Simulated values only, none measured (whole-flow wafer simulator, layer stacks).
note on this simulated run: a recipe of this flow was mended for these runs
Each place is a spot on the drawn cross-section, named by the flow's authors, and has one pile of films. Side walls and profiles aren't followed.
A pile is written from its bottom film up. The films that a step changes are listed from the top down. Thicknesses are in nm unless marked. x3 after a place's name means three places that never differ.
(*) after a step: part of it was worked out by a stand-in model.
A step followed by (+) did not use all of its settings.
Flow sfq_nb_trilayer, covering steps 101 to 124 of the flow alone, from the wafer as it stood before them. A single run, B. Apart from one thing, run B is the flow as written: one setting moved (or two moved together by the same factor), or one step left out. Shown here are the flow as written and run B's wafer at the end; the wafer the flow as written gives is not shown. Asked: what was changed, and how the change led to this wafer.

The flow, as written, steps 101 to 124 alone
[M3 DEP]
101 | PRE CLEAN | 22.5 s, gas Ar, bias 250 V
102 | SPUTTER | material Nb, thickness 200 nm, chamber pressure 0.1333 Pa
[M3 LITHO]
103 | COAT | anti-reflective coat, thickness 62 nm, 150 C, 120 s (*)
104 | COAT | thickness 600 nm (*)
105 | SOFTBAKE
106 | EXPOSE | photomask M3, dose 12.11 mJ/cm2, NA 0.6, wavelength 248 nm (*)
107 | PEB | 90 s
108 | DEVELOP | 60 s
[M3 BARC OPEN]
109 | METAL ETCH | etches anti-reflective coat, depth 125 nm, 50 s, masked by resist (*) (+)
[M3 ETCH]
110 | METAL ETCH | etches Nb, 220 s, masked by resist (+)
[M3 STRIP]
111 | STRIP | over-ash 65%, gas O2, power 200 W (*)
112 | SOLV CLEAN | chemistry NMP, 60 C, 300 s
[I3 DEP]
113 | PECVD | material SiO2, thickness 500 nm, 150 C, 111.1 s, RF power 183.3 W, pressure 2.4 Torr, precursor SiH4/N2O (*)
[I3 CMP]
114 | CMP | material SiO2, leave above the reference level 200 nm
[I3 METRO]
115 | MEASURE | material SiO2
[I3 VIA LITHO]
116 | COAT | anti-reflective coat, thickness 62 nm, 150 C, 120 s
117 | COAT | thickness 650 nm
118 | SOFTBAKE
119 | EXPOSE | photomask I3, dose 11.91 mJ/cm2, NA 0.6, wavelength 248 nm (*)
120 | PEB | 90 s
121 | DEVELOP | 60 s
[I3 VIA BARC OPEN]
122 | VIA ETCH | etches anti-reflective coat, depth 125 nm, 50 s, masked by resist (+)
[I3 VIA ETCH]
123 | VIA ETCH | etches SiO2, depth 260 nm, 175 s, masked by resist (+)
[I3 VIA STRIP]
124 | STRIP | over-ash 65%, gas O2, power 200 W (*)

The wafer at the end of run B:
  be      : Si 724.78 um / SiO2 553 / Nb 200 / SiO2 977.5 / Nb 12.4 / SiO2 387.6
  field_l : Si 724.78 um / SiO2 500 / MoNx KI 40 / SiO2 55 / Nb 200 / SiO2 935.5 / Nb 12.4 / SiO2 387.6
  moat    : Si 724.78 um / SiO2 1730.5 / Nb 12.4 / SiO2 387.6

Cause: step 110, METAL ETCH: 172 s was run, though the flow has 220 s.

The path from the change to this, step by step:
  110 | METAL ETCH | etches Nb, 220 s, masked by resist (+)
      field_l, be, be_sur and 72 more: -187.6 Nb (in the flow as written it would be: -200 Nb (all of it), -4 SiO2)
      v_sur, via_wl, via_w and 28 more: -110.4 KrF-resist-other-grade (in the flow as written it would be: -141.2 KrF-resist-other-grade)
  111 | STRIP | over-ash 65%, gas O2, power 200 W (*)
      p4_w1 x9, wl_j_sl x15: -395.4 KrF-resist-other-grade (all of it), -62 anti-reflective coat (all of it) (in the flow as written it would be: -364.6 KrF-resist-other-grade (all of it), -62 anti-reflective coat (all of it))
      v_sur: -391.8 KrF-resist-other-grade (all of it), -46 anti-reflective coat (all of it) (in the flow as written it would be: -361 KrF-resist-other-grade (all of it), -46 anti-reflective coat (all of it))
      (also at 6 further places)
  113 | PECVD | material SiO2, thickness 500 nm, 150 C, 111.1 s, RF power 183.3 W, pressure 2.4 Torr, precursor SiH4/N2O (*)
      field_l, be, be_sur and 64 more: +500 SiO2 (new film) (in the flow as written it would be: +500 SiO2)
      p4_g1 x8: +544.7 SiO2 (new film) (in the flow as written it would be: +561.1 SiO2)
  114 | CMP | material SiO2, leave above the reference level 200 nm
      field_l, be, be_sur and 64 more: -112.4 SiO2 (in the flow as written it would be: -96 SiO2)
Taking metal films that touch as one body, be has 2 bodies (between them, from the top down: SiO2 977.5); the flow as written gives 1 body.
Taking metal films that touch as one body, field_l has 3 bodies (between them, from the top down: SiO2 935.5; SiO2 55); the flow as written gives 2 bodies (between them, from the top down: SiO2 55).
Taking metal films that touch as one body, moat has 1 body; the flow as written gives 0 bodies.
